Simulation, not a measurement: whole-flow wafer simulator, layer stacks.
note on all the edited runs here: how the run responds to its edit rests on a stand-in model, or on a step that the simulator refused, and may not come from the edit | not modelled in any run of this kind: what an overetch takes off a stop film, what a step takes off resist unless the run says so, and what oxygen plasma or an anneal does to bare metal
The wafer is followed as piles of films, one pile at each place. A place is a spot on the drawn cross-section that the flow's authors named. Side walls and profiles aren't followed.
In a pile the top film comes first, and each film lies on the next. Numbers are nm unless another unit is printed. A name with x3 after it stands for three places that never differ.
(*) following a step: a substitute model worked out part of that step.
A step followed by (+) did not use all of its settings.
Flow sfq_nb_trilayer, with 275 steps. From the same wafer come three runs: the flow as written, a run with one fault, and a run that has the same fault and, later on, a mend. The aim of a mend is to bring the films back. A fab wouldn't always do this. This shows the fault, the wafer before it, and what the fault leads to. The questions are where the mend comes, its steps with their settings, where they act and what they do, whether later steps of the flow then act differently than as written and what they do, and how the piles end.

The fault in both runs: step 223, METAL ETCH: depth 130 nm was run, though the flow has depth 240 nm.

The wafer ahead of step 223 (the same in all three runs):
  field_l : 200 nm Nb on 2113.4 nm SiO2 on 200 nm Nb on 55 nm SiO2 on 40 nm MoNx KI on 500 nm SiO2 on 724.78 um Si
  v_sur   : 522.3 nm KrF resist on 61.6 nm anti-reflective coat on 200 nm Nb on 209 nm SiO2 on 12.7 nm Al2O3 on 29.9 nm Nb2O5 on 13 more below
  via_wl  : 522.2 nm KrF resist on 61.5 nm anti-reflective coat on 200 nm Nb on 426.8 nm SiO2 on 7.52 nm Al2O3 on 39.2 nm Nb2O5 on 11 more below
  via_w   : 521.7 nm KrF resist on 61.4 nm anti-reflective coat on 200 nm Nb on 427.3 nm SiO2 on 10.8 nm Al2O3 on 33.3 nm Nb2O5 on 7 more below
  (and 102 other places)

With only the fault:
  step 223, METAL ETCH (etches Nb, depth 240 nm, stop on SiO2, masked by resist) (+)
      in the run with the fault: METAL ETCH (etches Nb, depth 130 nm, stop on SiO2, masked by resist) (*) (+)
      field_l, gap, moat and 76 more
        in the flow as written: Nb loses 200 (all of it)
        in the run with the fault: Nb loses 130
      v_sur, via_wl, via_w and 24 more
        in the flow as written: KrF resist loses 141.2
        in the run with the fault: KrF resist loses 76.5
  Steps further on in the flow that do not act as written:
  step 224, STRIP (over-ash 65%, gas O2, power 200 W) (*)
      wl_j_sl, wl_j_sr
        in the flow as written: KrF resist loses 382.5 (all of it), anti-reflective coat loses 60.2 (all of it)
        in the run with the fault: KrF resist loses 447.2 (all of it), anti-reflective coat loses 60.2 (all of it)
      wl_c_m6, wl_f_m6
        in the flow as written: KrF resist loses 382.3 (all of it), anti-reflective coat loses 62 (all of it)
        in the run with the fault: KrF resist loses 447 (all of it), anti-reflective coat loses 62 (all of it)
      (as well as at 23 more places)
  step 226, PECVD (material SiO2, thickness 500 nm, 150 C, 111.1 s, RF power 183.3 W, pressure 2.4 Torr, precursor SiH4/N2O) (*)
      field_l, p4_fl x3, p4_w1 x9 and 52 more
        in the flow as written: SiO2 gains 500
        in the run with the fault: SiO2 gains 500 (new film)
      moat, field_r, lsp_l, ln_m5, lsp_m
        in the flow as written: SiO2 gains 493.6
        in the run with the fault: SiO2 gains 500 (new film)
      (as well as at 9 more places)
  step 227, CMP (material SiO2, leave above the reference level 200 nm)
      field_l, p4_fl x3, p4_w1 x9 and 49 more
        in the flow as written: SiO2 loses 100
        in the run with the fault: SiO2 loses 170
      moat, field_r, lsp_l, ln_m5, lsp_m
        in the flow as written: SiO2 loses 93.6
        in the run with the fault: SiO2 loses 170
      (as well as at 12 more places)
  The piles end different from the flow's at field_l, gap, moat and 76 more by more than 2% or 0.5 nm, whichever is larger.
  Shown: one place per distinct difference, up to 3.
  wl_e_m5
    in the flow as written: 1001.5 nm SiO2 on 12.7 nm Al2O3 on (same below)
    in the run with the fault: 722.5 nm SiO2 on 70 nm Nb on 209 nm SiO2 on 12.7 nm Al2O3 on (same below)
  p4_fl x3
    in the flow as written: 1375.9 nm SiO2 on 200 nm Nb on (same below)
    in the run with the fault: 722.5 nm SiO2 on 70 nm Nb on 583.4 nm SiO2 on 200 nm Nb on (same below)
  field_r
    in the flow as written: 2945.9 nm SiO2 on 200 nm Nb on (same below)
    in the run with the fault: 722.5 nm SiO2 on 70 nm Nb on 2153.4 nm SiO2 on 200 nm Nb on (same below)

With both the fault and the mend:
  The mend follows step 223.
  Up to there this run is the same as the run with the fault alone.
  step 223a, METAL ETCH (etches Nb, depth 110 nm, stop on SiO2, masked by resist) (+) (the flow's step 223 again, with other settings)
      field_l, gap, moat and 76 more
        Nb loses 70 (all of it)
      v_sur, via_wl, via_w and 24 more
        KrF resist loses 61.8
  None of the later steps of the flow differs from how it acts as written, at any place that is followed, by more than 2% or 0.5 nm, whichever is larger.
  The piles end the same as the flow's at every place that both follow.
